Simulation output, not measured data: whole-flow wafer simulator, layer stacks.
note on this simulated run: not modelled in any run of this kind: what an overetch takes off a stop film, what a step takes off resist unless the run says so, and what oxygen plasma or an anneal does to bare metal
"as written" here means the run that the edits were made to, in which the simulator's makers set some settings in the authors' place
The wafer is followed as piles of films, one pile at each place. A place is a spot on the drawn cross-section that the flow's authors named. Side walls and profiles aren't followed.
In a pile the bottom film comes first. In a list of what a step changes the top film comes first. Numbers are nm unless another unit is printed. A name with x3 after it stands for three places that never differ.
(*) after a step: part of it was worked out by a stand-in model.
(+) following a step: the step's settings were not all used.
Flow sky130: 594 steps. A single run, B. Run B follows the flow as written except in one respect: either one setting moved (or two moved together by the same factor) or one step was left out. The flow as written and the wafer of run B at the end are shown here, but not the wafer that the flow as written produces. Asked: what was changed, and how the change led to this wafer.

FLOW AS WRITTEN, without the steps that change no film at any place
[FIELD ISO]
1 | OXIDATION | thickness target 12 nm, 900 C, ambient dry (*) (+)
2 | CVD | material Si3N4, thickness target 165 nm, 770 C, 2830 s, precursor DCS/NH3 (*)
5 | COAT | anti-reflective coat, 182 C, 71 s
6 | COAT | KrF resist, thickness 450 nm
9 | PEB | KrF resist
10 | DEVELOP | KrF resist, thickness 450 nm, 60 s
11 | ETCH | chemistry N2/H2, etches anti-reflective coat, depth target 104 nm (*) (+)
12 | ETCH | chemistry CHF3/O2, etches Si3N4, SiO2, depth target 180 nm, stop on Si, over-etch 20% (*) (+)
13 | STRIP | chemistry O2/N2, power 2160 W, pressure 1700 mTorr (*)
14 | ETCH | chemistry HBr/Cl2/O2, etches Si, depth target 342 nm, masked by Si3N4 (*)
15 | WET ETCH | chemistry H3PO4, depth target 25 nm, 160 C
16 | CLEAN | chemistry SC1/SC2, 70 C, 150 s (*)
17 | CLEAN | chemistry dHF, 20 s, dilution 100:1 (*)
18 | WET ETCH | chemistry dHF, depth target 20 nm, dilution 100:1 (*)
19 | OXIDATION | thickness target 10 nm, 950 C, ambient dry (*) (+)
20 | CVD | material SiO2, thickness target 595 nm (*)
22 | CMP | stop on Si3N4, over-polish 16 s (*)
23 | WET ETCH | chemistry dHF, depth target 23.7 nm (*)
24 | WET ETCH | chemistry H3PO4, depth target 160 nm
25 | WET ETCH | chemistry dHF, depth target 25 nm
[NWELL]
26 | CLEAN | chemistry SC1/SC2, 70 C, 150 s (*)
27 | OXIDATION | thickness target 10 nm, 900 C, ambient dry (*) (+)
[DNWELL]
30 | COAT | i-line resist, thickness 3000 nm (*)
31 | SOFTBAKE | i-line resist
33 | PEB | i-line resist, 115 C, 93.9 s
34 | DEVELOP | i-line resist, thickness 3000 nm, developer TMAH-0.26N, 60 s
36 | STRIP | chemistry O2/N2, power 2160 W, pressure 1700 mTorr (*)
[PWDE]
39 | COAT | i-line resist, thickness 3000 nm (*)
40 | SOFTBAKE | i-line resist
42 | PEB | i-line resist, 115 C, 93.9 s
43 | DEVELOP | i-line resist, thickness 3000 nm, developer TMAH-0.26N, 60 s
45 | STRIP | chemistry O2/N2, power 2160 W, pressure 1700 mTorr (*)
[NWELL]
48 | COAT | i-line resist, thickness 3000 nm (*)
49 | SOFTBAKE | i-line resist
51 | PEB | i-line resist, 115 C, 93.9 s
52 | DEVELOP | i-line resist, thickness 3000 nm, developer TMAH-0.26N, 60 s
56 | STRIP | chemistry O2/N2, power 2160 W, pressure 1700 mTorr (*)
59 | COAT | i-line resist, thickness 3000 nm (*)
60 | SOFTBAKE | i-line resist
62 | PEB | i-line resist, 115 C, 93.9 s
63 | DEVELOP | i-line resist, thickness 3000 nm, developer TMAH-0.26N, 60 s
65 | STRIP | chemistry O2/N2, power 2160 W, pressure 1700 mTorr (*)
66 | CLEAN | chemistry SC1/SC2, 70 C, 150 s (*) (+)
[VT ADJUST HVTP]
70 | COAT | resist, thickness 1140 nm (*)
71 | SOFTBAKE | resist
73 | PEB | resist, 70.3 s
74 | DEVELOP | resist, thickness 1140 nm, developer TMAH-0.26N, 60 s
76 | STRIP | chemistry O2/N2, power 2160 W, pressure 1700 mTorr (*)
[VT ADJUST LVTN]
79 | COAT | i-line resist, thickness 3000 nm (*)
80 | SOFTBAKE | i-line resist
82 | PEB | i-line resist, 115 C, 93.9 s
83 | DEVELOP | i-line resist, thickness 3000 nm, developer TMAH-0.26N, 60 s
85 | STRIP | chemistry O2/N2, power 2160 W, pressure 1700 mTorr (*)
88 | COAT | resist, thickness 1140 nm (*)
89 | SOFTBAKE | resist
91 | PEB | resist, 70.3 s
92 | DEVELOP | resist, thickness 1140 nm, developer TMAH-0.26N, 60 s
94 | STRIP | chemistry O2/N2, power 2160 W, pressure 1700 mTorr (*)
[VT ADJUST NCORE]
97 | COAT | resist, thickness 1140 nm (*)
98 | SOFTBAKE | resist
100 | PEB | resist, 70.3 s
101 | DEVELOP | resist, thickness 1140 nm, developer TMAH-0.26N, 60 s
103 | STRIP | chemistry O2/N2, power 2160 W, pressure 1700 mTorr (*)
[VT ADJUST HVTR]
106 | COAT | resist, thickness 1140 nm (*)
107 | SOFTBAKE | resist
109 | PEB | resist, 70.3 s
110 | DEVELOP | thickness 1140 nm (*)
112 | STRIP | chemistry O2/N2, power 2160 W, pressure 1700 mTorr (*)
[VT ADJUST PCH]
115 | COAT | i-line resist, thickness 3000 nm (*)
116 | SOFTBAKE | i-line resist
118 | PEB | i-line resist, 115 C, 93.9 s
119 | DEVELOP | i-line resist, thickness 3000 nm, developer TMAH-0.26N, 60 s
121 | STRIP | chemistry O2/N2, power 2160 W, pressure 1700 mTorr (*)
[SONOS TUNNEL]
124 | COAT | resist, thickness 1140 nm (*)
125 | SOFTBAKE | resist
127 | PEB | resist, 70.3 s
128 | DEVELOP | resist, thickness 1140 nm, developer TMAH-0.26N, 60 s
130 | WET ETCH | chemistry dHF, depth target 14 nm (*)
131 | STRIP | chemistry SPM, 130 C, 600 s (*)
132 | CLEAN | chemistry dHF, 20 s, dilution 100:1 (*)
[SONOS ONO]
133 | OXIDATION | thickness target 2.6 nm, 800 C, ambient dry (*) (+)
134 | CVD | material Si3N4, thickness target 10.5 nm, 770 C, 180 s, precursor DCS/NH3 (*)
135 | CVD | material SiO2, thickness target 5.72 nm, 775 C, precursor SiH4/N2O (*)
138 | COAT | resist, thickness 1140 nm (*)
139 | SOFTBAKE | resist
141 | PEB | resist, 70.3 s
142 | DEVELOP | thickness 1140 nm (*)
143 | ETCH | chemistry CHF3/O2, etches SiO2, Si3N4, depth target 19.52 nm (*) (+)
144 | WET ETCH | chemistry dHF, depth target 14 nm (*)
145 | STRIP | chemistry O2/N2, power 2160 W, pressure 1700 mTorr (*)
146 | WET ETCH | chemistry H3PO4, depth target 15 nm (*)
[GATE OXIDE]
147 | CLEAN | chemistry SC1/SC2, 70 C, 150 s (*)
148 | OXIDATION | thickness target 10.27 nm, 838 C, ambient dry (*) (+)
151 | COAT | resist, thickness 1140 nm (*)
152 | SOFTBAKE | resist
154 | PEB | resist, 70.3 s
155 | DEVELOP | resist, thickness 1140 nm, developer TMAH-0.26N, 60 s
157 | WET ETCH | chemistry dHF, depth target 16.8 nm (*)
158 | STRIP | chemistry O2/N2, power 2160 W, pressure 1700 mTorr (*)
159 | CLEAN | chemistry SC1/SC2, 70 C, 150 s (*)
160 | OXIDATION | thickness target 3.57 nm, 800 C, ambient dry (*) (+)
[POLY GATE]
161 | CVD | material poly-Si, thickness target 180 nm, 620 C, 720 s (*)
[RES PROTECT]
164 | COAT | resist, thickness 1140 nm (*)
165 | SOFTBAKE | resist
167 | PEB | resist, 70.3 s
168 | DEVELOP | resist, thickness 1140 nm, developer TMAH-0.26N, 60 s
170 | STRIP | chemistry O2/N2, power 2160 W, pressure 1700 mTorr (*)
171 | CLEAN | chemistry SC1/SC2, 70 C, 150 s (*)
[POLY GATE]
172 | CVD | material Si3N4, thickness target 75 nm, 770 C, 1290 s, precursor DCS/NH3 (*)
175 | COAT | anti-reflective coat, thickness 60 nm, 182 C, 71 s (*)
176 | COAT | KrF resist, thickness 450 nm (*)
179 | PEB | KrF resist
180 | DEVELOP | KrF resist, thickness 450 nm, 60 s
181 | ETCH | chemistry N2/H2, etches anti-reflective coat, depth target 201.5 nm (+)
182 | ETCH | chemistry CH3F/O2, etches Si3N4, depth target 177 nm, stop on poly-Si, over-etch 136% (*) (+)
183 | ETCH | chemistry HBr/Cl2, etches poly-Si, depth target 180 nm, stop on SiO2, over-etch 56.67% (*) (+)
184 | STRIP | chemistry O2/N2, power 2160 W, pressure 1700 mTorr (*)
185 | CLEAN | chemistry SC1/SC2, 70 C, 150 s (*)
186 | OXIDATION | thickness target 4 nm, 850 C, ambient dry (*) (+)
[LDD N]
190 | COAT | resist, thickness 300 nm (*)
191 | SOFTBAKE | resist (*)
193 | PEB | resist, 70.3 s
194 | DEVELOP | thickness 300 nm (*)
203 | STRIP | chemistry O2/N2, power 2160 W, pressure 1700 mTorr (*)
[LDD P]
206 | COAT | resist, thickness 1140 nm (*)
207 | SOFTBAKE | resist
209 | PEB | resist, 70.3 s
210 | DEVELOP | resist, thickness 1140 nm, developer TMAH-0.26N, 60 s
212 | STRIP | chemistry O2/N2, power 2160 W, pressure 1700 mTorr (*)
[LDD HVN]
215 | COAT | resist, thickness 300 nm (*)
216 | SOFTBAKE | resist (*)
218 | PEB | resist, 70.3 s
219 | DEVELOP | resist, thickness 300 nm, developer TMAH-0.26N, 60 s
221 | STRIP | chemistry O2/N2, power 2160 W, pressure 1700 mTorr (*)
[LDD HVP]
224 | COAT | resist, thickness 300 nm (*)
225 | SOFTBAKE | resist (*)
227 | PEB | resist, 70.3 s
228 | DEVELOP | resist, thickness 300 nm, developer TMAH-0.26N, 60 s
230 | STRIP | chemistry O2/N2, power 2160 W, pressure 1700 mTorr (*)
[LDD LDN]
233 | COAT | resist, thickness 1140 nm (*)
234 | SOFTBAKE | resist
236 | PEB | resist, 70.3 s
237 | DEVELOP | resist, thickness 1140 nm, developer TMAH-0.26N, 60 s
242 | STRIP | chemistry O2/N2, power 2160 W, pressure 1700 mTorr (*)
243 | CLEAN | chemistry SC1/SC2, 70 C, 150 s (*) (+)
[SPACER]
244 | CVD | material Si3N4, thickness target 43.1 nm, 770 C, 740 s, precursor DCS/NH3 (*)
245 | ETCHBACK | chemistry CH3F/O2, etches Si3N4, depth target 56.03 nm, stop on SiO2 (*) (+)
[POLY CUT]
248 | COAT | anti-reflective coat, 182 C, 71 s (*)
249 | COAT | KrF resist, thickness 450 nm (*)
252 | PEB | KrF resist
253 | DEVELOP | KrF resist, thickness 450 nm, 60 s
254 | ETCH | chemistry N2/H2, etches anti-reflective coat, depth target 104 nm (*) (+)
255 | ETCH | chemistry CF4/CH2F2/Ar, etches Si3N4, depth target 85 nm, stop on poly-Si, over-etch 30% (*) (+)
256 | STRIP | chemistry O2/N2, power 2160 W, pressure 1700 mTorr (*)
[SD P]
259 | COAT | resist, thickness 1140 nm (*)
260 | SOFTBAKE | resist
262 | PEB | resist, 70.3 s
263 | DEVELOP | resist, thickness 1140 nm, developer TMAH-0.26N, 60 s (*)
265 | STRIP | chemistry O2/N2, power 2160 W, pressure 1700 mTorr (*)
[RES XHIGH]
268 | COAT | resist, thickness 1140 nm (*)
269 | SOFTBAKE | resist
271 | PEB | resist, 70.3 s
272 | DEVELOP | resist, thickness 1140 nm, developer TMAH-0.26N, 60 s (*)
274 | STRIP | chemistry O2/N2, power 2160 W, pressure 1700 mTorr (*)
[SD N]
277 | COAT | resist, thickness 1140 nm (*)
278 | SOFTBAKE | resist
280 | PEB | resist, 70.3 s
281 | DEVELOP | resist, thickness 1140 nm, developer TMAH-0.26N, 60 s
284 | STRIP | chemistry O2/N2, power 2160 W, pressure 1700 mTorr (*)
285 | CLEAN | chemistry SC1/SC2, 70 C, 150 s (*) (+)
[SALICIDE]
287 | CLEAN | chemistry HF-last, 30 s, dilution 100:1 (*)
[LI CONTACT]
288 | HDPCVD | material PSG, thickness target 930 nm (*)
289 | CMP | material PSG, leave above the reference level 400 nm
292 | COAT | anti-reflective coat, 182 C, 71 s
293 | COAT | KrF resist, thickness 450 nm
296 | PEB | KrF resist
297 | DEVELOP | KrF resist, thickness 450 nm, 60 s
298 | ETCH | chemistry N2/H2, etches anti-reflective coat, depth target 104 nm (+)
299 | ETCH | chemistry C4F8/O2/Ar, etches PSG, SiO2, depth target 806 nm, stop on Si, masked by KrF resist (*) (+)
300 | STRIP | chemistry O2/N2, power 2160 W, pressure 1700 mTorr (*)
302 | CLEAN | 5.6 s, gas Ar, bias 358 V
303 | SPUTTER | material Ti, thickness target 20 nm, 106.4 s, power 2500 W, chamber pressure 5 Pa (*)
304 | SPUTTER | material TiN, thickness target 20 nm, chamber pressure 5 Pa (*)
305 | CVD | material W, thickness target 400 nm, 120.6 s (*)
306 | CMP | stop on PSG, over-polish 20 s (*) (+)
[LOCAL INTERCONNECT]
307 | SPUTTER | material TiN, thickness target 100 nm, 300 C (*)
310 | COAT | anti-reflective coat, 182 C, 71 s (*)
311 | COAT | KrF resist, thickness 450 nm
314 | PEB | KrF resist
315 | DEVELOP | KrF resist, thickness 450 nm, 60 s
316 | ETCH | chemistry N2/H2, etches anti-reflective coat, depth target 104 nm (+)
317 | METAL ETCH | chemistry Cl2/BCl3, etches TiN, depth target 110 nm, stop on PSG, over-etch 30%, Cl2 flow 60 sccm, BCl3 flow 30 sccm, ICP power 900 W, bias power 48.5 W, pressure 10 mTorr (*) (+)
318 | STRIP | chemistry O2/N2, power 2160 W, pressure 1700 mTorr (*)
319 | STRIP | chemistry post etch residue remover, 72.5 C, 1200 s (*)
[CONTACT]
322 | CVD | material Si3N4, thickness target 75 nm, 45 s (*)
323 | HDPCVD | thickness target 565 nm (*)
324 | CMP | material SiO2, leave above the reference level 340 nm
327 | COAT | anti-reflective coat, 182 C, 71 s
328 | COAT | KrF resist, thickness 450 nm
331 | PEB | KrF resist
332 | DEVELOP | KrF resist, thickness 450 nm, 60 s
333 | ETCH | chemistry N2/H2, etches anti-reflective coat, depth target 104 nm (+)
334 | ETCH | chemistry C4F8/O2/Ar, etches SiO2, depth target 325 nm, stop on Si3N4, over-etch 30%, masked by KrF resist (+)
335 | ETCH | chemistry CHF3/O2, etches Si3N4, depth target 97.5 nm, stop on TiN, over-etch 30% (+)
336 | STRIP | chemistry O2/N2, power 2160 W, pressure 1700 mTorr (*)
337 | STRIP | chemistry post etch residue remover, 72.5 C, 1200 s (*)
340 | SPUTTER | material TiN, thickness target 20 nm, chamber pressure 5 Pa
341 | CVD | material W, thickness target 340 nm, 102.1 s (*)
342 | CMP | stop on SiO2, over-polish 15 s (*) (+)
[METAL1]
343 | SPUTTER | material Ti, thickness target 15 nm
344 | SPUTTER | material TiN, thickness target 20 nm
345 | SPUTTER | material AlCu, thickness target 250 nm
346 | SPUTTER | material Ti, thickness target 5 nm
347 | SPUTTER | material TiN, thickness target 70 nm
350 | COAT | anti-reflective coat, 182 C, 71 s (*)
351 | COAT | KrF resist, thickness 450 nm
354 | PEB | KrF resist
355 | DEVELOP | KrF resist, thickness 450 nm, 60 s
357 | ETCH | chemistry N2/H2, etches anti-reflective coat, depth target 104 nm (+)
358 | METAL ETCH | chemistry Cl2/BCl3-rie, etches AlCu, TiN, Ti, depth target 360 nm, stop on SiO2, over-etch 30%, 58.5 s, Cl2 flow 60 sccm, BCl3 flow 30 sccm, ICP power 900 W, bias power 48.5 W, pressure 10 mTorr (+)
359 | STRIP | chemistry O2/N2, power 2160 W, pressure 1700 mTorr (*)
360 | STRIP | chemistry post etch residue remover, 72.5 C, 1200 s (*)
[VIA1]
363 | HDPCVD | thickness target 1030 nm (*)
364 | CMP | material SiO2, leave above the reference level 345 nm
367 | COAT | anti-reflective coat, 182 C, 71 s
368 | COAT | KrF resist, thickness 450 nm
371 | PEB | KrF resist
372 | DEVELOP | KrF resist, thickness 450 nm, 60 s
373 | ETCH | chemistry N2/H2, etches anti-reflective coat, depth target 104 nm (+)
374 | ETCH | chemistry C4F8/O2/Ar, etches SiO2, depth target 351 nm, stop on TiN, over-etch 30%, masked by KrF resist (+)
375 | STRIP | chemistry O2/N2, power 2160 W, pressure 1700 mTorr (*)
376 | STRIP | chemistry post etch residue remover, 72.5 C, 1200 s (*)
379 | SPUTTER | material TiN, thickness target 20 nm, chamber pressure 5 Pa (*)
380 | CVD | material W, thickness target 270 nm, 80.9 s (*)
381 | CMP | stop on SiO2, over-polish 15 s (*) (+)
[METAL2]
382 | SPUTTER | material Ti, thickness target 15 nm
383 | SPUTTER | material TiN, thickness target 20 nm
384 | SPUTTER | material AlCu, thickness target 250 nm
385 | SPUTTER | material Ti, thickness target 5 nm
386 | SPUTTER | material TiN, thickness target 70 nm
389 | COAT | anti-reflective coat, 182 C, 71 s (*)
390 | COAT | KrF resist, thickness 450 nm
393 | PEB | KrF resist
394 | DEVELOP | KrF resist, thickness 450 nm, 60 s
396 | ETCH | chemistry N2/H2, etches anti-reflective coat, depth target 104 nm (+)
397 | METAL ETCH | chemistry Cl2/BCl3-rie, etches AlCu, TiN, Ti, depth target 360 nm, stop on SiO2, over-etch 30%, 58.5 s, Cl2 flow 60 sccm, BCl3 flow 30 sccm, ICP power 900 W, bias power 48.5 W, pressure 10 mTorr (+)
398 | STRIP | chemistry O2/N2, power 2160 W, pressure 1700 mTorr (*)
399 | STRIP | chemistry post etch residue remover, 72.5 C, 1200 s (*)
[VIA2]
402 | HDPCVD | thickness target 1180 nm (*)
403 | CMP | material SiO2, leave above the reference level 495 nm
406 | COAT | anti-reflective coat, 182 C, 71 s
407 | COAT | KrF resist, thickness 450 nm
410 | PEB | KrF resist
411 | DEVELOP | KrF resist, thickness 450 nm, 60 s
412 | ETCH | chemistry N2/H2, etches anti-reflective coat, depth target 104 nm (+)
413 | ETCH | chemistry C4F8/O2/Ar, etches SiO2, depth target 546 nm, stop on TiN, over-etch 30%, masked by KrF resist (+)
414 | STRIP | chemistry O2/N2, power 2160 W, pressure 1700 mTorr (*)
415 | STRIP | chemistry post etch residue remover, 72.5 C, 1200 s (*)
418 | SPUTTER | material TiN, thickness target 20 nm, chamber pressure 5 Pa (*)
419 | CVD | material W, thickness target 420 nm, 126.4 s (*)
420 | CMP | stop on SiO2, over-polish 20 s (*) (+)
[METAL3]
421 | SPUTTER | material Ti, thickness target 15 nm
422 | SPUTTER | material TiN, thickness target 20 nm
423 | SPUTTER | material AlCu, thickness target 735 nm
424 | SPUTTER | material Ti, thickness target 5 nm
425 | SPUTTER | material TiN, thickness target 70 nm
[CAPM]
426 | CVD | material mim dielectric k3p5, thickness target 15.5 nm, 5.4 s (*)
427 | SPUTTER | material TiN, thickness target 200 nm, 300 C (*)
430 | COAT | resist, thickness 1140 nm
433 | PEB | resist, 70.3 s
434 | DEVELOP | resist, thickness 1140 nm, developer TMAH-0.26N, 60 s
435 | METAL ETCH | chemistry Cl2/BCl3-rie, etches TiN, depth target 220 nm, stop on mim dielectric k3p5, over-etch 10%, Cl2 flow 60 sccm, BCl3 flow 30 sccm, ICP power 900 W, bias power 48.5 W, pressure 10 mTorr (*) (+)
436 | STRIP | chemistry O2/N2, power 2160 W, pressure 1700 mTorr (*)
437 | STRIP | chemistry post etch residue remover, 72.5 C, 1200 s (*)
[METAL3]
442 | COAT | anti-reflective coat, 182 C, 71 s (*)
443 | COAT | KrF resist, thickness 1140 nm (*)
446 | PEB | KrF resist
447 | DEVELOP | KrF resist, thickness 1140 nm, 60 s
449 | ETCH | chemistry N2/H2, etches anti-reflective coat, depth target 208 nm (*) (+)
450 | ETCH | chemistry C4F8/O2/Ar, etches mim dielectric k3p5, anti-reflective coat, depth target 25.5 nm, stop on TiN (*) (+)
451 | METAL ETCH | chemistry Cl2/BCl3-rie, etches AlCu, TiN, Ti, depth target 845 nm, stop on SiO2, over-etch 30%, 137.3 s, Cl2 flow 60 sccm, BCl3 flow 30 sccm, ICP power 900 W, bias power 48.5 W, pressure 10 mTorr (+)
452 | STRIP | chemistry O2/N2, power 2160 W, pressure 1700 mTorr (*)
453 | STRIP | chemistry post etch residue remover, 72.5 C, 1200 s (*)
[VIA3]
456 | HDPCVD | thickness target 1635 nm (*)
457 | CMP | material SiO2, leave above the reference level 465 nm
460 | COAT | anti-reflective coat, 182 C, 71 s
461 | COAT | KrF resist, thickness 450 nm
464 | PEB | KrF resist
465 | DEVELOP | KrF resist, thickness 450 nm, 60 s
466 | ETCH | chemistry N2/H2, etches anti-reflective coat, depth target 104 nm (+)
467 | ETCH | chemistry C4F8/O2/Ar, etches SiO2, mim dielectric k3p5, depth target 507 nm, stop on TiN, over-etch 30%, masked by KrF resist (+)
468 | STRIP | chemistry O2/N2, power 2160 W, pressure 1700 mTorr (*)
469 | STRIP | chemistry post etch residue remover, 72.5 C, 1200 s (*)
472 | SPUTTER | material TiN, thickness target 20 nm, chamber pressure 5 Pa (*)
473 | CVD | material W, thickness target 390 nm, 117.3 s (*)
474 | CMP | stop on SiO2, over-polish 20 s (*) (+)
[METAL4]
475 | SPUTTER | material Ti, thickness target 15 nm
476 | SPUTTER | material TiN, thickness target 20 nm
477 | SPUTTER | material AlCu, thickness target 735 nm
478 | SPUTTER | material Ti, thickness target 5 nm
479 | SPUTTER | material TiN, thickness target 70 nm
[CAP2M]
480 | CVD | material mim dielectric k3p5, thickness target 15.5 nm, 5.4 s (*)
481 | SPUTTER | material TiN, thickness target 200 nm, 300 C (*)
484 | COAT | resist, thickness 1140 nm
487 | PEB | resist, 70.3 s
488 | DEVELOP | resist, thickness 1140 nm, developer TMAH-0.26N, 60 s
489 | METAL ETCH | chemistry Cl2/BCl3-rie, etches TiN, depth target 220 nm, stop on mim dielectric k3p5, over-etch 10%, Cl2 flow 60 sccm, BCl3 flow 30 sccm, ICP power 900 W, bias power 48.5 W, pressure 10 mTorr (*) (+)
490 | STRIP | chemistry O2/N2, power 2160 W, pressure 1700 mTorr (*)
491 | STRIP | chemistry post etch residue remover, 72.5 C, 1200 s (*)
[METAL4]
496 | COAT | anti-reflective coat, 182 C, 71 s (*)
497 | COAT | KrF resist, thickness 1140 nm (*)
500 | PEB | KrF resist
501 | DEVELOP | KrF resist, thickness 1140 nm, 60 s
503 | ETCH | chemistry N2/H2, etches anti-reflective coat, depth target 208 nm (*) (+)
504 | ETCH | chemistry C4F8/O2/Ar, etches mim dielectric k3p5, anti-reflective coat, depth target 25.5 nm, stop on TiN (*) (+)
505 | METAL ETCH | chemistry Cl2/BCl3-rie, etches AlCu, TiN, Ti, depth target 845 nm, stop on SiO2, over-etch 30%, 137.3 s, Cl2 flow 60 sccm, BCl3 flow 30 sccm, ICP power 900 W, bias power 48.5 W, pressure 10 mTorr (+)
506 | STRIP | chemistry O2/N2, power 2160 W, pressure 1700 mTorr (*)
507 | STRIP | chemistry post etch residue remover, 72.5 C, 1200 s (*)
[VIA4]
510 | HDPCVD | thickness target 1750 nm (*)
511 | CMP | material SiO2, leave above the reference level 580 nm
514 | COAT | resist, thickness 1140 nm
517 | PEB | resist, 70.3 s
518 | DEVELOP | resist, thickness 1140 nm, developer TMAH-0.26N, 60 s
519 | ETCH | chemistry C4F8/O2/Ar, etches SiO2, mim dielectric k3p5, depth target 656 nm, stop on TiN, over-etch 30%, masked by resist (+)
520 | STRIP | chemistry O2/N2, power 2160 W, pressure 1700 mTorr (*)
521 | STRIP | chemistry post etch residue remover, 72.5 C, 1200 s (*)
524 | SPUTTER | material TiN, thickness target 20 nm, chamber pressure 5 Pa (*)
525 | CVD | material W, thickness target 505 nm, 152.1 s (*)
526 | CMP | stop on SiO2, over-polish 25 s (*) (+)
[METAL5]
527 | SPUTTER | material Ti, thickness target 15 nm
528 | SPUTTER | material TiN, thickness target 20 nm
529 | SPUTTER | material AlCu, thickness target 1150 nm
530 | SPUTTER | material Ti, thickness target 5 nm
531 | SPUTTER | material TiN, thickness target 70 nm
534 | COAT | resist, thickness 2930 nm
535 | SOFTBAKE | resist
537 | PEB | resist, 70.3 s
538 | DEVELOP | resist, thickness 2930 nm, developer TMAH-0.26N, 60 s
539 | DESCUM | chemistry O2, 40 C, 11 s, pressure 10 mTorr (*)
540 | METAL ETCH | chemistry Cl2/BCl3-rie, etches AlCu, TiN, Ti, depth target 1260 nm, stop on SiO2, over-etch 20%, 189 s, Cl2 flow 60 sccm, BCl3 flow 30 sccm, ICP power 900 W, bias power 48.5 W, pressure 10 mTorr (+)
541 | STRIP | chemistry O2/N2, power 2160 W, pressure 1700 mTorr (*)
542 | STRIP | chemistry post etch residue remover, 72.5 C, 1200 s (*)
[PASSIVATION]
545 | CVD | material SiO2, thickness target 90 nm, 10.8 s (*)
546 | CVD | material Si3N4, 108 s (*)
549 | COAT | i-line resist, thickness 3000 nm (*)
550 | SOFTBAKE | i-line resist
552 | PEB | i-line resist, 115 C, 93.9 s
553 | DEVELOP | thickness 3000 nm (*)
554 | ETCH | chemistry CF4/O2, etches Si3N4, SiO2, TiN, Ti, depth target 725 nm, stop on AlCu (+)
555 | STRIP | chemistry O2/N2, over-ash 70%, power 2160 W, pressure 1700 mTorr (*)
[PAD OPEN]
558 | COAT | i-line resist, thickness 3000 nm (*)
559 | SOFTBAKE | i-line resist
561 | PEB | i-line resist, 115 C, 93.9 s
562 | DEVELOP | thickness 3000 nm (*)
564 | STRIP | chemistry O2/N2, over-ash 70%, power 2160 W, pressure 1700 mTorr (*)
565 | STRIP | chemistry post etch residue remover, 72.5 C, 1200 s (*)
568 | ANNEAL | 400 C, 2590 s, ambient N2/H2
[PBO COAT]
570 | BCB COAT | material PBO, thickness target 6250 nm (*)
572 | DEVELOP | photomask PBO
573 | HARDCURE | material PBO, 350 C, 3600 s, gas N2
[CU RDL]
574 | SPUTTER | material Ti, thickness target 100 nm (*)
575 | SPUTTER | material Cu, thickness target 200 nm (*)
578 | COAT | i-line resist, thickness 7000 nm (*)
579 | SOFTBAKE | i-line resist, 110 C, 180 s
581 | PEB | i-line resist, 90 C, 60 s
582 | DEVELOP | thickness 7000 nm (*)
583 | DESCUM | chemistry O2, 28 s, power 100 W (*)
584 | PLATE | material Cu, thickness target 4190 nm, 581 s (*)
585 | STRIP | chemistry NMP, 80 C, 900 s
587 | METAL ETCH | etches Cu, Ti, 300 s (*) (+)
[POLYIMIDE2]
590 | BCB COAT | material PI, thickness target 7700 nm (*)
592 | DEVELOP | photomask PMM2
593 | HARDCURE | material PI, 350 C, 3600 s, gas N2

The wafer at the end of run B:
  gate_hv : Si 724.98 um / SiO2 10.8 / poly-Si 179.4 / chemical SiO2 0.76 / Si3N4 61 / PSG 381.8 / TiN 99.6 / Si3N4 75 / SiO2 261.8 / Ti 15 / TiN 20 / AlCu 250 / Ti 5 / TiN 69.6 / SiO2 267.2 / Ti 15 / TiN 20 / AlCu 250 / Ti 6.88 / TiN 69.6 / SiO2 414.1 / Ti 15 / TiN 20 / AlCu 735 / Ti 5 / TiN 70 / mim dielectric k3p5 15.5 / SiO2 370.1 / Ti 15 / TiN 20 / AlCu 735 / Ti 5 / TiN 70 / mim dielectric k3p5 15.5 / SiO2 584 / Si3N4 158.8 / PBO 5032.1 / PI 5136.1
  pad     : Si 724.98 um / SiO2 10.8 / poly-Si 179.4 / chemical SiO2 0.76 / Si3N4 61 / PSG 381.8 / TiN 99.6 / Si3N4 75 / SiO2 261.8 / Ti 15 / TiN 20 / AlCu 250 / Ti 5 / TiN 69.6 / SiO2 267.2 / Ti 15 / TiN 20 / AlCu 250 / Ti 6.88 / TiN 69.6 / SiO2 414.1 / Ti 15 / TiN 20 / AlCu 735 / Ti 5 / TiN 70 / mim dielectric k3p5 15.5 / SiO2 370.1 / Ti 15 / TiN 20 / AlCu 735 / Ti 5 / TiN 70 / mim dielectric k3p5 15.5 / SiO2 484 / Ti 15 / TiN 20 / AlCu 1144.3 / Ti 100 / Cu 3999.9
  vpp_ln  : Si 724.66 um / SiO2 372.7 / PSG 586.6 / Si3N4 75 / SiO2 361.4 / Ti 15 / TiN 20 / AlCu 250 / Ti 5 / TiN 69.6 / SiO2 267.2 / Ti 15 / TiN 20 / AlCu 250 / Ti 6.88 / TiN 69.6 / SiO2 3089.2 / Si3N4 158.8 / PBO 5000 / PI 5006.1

What caused this: step 385, SPUTTER: thickness target 6.88 nm was run, whereas the flow has thickness target 5 nm.
One can read it off the wafer: gate_hv has Ti 6.88, and step 385 as written asks for 5 nm.

How this came from the change, step by step:
  385 | SPUTTER | material Ti, thickness target 5 nm
      field, active, n_well and 188 more: Ti gains 6.88 (new film) (it would be, as written: Ti gains 5 (new film))
  397 | METAL ETCH | chemistry Cl2/BCl3-rie, etches AlCu, TiN, Ti, depth target 360 nm, stop on SiO2, over-etch 30%, 58.5 s, Cl2 flow 60 sccm, BCl3 flow 30 sccm, ICP power 900 W, bias power 48.5 W, pressure 10 mTorr (+)
      field, active, gate and 82 more: TiN loses 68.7 (all of it), Ti loses 6.88 (all of it), AlCu loses 250 (all of it), TiN loses 20 (all of it), Ti loses 15 (all of it), SiO2 loses 10.7 (it would be, as written: TiN loses 68.7 (all of it), Ti loses 5 (all of it), AlCu loses 250 (all of it), TiN loses 20 (all of it), Ti loses 15 (all of it), SiO2 loses 10.9)
